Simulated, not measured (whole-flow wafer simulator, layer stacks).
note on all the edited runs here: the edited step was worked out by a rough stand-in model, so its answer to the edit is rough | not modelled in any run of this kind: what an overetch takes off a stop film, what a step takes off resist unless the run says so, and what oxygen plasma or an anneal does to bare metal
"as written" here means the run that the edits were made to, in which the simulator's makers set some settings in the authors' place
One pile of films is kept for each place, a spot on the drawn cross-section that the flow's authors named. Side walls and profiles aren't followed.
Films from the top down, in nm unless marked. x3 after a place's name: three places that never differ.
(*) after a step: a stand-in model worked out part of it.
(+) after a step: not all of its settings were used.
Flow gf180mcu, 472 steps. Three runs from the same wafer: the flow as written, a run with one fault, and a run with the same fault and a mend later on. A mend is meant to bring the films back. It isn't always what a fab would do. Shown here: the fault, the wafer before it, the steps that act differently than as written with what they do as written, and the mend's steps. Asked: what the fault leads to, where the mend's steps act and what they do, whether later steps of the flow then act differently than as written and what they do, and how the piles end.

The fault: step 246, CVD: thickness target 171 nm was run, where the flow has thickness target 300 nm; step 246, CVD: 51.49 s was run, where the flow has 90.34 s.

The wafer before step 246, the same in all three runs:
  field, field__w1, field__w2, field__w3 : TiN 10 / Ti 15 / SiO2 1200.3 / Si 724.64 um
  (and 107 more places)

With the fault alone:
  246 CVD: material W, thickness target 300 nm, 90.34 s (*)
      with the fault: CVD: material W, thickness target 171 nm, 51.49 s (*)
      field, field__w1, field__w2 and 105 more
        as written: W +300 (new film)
        with the fault: W +171.5 (new film)
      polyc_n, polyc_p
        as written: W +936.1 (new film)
        with the fault: W +807.6 (new film)
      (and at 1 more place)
  Later steps of the flow that act differently than as written:
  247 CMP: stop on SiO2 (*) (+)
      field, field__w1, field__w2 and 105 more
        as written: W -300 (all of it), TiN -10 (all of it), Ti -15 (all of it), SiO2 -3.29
        with the fault: W -171.5 (all of it), TiN -10 (all of it), Ti -15 (all of it), SiO2 -1.99
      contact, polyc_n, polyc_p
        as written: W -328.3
        with the fault: W -198.5
  At the end the piles differ from the flow's only slightly at the places that both follow, by at most 2% or 0.5 nm, whichever is larger.

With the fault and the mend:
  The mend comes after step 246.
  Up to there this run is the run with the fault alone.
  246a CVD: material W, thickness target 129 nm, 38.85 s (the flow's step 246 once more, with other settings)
      field, field__w1, field__w2 and 108 more
        W +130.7
  No later step of the flow acts differently than as written, at any place that is followed, by more than 2% or 0.5 nm, whichever is larger.
  At the end the piles differ from the flow's only slightly at the places that both follow, by at most 2% or 0.5 nm, whichever is larger.
